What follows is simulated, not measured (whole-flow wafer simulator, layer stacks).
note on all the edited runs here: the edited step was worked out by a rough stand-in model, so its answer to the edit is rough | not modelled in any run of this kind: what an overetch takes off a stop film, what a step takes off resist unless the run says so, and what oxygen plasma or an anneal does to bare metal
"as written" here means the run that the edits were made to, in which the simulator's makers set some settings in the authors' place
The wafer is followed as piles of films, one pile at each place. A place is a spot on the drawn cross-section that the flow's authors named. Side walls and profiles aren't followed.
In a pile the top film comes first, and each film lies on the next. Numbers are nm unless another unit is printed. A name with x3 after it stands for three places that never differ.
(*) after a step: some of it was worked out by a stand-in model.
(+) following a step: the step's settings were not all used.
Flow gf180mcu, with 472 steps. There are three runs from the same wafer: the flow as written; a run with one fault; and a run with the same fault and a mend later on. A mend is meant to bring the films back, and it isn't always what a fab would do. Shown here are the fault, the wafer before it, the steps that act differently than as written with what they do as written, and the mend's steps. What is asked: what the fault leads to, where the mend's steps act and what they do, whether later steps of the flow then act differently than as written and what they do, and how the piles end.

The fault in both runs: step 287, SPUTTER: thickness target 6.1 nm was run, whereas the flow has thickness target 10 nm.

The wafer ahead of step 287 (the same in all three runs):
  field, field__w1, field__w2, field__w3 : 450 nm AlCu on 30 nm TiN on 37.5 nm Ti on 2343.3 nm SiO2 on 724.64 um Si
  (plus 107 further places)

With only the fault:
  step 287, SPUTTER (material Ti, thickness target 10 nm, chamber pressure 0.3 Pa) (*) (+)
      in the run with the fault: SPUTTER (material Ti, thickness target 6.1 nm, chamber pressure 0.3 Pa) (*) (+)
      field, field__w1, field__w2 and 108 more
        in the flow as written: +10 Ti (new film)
        in the run with the fault: +6.1 Ti (new film)
  Steps later in the flow that act otherwise than as written (5 other steps are not shown; they differ only slightly, by no more than 2% or 0.5 nm, whichever is larger):
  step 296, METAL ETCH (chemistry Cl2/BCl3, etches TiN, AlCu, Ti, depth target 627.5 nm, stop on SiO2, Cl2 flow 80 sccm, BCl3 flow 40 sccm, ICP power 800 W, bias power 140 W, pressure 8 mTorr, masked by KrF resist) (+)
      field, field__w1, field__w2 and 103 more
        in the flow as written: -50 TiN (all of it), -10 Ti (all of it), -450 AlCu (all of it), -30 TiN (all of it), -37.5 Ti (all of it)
        in the run with the fault: -50 TiN (all of it), -6.1 Ti (all of it), -450 AlCu (all of it), -30 TiN (all of it), -37.5 Ti (all of it)
  The piles end different from the flow's at field__w8, contact, m1, m1__w1, m1_nw by more than 2% or 0.5 nm, whichever is larger.
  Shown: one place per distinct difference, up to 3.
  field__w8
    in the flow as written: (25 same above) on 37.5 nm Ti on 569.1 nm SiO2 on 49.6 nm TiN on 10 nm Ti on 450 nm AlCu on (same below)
    in the run with the fault: (25 same above) on 37.5 nm Ti on 573 nm SiO2 on 49.6 nm TiN on 6.1 nm Ti on 450 nm AlCu on (same below)
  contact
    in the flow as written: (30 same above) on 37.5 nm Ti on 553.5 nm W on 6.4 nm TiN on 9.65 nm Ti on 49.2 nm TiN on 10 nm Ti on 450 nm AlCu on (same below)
    in the run with the fault: (30 same above) on 37.5 nm Ti on 557.4 nm W on 6.39 nm TiN on 9.63 nm Ti on 49.2 nm TiN on 6.1 nm Ti on 450 nm AlCu on (same below)

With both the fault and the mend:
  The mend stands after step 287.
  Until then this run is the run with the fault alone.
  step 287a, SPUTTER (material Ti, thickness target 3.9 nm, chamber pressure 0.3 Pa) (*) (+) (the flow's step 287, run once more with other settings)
      field, field__w1, field__w2 and 108 more
        +3.9 Ti
  Every later step of the flow that is run acts as written at every place that is followed.
  By the end, the piles equal the flow's at every place that both follow.
